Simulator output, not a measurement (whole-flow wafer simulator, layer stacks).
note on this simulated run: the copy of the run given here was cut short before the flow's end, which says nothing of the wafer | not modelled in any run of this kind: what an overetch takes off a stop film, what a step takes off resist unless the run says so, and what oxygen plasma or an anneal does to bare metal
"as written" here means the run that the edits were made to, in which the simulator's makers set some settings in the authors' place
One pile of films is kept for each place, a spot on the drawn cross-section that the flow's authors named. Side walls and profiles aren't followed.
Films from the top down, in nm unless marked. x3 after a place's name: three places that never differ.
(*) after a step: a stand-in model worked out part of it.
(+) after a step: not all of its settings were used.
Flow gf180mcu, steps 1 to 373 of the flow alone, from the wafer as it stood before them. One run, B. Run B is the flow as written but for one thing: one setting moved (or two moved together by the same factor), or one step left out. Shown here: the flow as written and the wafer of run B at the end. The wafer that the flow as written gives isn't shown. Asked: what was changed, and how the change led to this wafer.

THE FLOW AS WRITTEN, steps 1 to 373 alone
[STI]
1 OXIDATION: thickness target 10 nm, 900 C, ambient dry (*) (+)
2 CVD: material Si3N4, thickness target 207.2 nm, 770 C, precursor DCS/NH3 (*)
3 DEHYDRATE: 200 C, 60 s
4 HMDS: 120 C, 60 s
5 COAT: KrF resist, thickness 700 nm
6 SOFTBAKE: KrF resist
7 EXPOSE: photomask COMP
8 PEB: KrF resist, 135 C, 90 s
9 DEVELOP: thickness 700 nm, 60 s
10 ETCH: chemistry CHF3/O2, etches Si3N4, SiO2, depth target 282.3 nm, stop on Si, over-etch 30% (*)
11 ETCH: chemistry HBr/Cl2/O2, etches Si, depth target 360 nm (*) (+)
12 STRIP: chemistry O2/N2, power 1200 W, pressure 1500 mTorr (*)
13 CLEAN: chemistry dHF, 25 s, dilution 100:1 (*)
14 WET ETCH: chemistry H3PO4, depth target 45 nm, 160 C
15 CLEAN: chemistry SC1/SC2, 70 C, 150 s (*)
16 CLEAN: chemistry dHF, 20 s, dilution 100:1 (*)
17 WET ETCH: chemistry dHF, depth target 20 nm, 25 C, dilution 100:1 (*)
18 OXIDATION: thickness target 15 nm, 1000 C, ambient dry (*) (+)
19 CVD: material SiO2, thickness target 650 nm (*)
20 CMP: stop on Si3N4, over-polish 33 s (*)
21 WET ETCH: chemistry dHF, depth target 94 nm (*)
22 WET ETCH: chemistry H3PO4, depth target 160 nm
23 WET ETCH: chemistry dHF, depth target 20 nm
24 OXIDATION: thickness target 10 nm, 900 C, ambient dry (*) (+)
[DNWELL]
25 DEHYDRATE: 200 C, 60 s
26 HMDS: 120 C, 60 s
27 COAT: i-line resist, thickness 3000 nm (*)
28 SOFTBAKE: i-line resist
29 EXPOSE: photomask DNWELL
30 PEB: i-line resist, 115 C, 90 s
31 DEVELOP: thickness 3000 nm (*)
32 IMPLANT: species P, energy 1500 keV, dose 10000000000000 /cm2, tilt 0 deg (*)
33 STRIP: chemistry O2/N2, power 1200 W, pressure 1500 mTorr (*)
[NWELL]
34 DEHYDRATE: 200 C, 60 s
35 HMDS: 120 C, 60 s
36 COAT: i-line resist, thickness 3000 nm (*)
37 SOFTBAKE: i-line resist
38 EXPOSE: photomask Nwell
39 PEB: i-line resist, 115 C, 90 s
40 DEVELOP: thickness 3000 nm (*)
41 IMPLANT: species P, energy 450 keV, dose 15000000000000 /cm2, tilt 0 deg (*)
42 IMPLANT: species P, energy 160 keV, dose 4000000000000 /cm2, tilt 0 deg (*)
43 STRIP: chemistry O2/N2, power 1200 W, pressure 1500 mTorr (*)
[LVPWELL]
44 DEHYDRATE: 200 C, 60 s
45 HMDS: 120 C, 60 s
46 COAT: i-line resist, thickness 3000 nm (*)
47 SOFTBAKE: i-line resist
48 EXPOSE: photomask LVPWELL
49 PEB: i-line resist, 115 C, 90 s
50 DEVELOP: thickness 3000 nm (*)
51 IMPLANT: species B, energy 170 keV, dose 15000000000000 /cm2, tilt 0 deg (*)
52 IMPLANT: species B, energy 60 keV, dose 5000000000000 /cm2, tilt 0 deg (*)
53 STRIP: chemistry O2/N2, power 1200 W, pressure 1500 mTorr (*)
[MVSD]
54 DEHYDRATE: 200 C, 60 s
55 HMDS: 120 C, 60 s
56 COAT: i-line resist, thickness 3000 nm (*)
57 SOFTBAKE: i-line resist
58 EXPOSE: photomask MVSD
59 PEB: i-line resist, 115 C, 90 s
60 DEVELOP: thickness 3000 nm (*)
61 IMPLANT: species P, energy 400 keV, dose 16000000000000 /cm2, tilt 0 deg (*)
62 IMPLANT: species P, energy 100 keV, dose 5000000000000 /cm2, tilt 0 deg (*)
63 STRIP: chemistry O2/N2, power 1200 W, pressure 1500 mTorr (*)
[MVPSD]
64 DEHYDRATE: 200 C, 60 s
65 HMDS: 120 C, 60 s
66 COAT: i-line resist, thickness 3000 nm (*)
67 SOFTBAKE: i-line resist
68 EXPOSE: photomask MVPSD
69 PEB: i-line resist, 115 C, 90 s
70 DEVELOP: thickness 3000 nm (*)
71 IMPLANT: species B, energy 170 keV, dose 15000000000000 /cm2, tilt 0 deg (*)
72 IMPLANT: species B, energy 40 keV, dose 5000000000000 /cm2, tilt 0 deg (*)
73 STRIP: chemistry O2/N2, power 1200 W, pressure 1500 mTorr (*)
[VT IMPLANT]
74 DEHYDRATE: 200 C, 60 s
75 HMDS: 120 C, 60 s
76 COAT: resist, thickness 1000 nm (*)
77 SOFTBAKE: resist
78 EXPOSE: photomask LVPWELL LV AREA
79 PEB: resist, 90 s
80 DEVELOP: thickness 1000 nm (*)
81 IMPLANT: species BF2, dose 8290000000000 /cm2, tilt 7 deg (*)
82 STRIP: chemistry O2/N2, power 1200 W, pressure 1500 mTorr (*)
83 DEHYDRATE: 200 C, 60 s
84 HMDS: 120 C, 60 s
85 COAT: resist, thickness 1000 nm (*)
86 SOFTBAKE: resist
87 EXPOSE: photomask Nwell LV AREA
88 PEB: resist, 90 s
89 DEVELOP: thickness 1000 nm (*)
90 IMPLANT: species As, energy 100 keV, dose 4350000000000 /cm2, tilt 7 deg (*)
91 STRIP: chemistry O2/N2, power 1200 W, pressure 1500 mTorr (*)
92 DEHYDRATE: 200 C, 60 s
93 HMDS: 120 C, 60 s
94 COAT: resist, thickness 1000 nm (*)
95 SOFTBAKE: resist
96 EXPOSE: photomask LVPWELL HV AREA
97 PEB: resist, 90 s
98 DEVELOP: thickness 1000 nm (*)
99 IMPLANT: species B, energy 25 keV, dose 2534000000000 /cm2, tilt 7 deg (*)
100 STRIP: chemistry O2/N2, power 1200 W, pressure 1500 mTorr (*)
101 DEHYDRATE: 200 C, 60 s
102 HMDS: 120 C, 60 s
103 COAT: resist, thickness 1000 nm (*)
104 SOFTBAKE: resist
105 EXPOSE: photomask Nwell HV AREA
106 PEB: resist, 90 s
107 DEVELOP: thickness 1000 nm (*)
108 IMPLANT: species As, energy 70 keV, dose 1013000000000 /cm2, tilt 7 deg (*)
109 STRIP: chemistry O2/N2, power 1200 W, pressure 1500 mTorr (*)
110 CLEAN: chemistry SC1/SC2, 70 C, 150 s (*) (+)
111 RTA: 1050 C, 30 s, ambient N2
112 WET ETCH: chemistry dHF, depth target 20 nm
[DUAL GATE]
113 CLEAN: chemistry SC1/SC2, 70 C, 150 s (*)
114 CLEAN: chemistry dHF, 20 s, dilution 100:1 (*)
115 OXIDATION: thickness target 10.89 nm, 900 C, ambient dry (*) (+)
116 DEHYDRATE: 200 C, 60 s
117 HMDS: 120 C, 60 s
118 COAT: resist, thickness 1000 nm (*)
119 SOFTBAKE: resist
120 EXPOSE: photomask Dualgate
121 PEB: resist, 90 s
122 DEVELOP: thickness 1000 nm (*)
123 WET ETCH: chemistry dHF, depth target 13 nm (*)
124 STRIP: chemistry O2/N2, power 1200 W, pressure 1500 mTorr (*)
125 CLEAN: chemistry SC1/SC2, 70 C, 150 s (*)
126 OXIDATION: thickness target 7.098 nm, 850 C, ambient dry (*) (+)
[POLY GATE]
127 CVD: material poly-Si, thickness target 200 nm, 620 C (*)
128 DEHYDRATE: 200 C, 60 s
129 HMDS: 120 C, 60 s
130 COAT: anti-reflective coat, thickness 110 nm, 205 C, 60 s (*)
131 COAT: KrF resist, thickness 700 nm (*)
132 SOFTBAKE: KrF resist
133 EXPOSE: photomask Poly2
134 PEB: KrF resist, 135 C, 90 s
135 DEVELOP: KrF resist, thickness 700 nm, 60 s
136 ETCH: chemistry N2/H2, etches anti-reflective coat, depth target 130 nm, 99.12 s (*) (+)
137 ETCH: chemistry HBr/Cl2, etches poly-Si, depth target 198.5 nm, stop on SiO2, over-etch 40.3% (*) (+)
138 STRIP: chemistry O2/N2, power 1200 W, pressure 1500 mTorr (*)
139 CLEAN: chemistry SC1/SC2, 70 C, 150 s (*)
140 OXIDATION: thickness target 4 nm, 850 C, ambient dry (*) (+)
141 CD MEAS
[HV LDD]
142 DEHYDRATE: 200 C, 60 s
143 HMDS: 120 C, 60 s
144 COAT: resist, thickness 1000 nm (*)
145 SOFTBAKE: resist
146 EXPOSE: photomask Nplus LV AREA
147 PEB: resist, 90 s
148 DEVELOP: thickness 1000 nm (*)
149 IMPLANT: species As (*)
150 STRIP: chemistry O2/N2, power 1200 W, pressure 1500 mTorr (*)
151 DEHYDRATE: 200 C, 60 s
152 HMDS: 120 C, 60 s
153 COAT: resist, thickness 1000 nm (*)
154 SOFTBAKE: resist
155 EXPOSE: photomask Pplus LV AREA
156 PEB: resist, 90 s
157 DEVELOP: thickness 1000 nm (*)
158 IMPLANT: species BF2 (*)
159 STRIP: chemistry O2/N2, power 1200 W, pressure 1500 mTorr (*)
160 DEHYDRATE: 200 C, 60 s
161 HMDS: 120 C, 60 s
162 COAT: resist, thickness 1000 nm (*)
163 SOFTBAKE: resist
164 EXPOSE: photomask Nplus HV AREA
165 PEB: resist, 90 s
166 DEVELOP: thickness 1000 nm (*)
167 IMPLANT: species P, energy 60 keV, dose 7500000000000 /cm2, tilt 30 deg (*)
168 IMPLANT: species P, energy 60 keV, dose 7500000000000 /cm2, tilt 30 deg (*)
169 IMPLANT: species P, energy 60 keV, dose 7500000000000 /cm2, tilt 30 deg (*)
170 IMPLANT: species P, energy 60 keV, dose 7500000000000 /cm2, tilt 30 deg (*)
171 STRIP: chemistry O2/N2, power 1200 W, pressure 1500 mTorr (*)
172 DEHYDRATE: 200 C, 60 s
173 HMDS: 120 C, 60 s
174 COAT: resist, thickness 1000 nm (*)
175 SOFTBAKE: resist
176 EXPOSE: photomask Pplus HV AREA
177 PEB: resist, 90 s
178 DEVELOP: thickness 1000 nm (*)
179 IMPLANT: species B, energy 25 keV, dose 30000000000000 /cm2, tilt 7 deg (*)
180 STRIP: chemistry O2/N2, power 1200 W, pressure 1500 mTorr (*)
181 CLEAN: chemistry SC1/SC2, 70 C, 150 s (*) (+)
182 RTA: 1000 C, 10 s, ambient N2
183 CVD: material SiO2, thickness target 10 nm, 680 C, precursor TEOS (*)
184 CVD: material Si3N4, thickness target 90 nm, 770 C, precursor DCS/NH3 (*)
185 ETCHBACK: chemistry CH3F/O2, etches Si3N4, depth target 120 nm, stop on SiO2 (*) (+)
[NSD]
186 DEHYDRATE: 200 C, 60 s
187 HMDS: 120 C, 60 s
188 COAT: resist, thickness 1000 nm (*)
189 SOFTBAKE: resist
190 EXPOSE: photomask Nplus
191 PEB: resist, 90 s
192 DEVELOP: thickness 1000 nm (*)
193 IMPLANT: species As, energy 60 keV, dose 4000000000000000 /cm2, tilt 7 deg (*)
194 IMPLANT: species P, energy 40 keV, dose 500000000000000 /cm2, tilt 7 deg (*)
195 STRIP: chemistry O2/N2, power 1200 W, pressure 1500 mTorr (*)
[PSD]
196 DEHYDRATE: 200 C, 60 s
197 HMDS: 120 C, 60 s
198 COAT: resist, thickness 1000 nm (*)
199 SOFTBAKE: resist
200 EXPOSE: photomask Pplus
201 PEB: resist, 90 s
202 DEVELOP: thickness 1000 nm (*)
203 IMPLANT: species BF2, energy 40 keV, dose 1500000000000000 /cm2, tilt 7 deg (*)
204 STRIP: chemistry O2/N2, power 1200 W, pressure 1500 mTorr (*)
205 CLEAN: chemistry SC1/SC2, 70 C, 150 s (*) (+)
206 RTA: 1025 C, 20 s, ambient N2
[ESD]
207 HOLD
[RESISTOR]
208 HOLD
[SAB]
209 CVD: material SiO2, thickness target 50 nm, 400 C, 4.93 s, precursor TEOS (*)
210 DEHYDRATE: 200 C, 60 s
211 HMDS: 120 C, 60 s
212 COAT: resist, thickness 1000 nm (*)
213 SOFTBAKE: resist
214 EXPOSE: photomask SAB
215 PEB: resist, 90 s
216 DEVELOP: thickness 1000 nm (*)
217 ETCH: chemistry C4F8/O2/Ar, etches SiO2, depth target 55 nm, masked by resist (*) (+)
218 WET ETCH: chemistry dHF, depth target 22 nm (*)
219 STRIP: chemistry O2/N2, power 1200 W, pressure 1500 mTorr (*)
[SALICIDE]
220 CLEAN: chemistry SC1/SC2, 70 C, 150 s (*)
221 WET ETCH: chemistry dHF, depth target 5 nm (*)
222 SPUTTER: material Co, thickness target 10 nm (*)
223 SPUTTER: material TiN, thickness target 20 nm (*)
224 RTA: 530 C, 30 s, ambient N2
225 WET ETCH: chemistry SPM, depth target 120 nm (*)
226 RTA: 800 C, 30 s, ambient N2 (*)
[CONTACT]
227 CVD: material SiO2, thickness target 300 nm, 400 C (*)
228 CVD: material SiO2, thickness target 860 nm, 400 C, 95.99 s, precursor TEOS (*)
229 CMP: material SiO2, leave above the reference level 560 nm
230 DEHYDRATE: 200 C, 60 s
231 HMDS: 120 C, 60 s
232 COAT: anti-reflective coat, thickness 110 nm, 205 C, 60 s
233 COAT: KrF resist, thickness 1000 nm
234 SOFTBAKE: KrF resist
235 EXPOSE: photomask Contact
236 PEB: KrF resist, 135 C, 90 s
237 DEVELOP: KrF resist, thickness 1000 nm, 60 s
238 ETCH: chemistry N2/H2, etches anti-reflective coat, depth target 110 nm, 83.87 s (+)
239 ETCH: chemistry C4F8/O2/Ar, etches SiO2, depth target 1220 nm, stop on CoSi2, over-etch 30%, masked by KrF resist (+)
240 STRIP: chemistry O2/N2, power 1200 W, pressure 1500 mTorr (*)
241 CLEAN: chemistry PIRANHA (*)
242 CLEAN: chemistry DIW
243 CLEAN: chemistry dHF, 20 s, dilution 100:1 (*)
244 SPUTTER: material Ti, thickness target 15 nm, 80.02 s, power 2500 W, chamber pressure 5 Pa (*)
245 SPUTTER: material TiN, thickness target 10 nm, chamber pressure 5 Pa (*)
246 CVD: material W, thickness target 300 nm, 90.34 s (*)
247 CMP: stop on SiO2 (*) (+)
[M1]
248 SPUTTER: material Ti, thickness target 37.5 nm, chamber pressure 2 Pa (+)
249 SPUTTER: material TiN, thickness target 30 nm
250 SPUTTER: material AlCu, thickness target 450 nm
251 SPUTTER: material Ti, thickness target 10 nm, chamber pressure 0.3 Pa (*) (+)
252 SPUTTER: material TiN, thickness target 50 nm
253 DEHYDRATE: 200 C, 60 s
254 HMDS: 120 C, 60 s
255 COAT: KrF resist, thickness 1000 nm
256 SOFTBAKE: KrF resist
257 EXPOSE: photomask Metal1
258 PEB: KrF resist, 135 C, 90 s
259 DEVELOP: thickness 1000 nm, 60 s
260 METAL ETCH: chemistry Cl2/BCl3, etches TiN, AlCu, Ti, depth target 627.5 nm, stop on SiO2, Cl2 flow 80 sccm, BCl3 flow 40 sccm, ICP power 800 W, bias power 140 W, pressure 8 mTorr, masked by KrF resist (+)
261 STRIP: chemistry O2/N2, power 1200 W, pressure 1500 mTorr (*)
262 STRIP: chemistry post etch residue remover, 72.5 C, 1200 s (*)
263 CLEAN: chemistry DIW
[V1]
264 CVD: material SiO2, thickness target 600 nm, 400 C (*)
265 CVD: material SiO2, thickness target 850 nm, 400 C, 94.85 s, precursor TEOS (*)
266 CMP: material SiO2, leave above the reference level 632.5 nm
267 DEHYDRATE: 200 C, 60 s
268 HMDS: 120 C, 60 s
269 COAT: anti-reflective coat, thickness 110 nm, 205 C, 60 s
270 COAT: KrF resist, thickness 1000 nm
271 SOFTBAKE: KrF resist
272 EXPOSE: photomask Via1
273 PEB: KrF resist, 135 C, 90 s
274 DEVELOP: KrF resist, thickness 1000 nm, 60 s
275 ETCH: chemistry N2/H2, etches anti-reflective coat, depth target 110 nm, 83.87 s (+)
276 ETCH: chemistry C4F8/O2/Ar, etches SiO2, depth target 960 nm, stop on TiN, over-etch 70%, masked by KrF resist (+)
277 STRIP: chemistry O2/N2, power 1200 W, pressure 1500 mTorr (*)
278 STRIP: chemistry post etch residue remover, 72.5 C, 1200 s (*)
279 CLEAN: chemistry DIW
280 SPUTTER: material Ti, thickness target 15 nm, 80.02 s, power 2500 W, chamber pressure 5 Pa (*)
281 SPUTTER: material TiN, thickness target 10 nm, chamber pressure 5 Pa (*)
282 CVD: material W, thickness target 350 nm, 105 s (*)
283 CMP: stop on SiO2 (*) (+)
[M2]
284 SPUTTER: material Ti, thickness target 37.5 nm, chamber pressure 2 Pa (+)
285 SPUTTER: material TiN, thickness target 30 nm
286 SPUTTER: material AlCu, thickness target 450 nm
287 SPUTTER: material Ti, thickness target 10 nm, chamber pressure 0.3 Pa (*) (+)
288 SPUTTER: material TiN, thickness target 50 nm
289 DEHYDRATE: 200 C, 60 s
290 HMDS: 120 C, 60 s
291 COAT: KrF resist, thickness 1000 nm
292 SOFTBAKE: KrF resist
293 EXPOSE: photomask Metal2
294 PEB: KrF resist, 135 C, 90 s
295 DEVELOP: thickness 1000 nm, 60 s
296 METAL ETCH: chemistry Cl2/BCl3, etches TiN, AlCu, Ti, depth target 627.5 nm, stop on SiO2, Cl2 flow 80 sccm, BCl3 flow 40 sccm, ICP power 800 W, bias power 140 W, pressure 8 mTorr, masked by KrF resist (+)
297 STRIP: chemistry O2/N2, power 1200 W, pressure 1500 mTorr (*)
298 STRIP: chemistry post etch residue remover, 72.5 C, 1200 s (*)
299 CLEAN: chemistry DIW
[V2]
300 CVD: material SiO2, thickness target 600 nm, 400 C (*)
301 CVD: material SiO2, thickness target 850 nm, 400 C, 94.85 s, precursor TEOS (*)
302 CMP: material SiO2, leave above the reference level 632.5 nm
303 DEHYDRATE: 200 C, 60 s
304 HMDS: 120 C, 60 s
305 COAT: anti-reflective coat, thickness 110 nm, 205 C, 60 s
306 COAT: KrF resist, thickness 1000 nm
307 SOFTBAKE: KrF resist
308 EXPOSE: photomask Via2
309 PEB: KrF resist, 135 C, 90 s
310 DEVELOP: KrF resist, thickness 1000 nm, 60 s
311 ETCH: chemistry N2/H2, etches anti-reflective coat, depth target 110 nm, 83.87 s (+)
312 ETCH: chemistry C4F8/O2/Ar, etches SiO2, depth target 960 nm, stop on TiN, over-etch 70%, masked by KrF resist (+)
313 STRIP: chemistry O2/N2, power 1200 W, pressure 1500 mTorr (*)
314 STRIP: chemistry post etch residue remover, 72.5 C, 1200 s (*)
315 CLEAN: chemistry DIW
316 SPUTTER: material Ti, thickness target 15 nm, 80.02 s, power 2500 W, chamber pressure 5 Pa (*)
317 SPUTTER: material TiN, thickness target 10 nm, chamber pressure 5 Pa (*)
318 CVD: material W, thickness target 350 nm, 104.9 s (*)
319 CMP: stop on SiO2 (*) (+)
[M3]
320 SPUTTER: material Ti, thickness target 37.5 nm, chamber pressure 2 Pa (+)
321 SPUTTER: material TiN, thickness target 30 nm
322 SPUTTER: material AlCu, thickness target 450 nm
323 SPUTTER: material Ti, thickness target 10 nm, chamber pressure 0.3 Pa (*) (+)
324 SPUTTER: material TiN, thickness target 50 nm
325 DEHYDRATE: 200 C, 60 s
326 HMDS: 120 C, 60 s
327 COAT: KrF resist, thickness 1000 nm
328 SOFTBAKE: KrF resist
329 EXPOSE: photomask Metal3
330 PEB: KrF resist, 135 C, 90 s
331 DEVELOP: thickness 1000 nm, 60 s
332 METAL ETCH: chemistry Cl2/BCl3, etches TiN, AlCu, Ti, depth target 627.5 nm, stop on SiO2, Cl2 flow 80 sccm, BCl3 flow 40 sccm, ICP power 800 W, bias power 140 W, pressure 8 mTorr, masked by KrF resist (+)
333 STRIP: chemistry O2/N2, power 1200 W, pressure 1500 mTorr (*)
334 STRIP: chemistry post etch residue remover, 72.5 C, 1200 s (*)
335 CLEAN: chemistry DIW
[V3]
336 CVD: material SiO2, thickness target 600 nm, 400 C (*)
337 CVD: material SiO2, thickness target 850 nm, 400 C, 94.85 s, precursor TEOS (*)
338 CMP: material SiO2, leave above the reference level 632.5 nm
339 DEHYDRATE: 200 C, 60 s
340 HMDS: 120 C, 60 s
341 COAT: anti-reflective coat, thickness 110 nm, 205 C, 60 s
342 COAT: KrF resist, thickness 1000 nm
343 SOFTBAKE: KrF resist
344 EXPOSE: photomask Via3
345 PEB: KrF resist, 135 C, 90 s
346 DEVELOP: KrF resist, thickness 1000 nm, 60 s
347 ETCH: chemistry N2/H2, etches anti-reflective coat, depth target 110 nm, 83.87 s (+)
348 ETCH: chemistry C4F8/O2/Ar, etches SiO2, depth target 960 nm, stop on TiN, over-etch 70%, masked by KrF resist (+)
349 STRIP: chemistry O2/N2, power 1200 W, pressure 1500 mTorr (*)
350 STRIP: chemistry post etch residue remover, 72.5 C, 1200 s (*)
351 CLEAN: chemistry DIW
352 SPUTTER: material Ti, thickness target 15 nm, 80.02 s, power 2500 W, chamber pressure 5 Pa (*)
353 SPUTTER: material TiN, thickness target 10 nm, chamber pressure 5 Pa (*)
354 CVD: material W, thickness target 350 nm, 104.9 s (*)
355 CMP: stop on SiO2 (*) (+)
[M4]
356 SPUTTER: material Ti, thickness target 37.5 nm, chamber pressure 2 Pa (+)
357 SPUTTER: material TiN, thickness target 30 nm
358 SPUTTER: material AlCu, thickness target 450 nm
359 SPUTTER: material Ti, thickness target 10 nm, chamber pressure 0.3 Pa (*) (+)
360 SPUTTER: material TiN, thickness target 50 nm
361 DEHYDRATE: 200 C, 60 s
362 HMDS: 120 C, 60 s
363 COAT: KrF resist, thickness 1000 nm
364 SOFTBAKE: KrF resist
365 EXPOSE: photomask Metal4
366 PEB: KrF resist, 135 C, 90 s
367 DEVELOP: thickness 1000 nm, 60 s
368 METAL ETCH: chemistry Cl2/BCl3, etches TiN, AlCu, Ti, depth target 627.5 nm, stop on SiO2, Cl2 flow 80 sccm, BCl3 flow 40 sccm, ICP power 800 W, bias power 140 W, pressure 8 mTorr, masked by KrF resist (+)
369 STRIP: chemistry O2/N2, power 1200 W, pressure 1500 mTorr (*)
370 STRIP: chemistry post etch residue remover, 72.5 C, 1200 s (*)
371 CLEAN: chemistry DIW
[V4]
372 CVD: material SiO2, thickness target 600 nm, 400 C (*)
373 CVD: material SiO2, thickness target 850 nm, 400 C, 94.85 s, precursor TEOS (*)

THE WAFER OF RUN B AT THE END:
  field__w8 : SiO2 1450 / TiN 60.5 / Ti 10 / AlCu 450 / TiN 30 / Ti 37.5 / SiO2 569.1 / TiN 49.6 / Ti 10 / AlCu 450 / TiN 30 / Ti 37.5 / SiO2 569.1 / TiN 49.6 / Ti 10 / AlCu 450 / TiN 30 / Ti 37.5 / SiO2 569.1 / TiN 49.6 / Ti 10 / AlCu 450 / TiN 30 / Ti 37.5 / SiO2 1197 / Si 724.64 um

The cause: step 360, SPUTTER: thickness target 60.9 nm was run, where the flow has thickness target 50 nm.

How the change led to this, step by step:
  360 SPUTTER: material TiN, thickness target 50 nm
      field, field__w1, field__w2 and 108 more: TiN +60.9 (new film) (as written it would be: TiN +50 (new film))
  368 METAL ETCH: chemistry Cl2/BCl3, etches TiN, AlCu, Ti, depth target 627.5 nm, stop on SiO2, Cl2 flow 80 sccm, BCl3 flow 40 sccm, ICP power 800 W, bias power 140 W, pressure 8 mTorr, masked by KrF resist (+)
      field, field__w1, field__w2 and 103 more: TiN -60.9 (all of it), Ti -10 (all of it), AlCu -450 (all of it), TiN -30 (all of it), Ti -37.5 (all of it) (as written it would be: TiN -50 (all of it), Ti -10 (all of it), AlCu -450 (all of it), TiN -30 (all of it), Ti -37.5 (all of it))
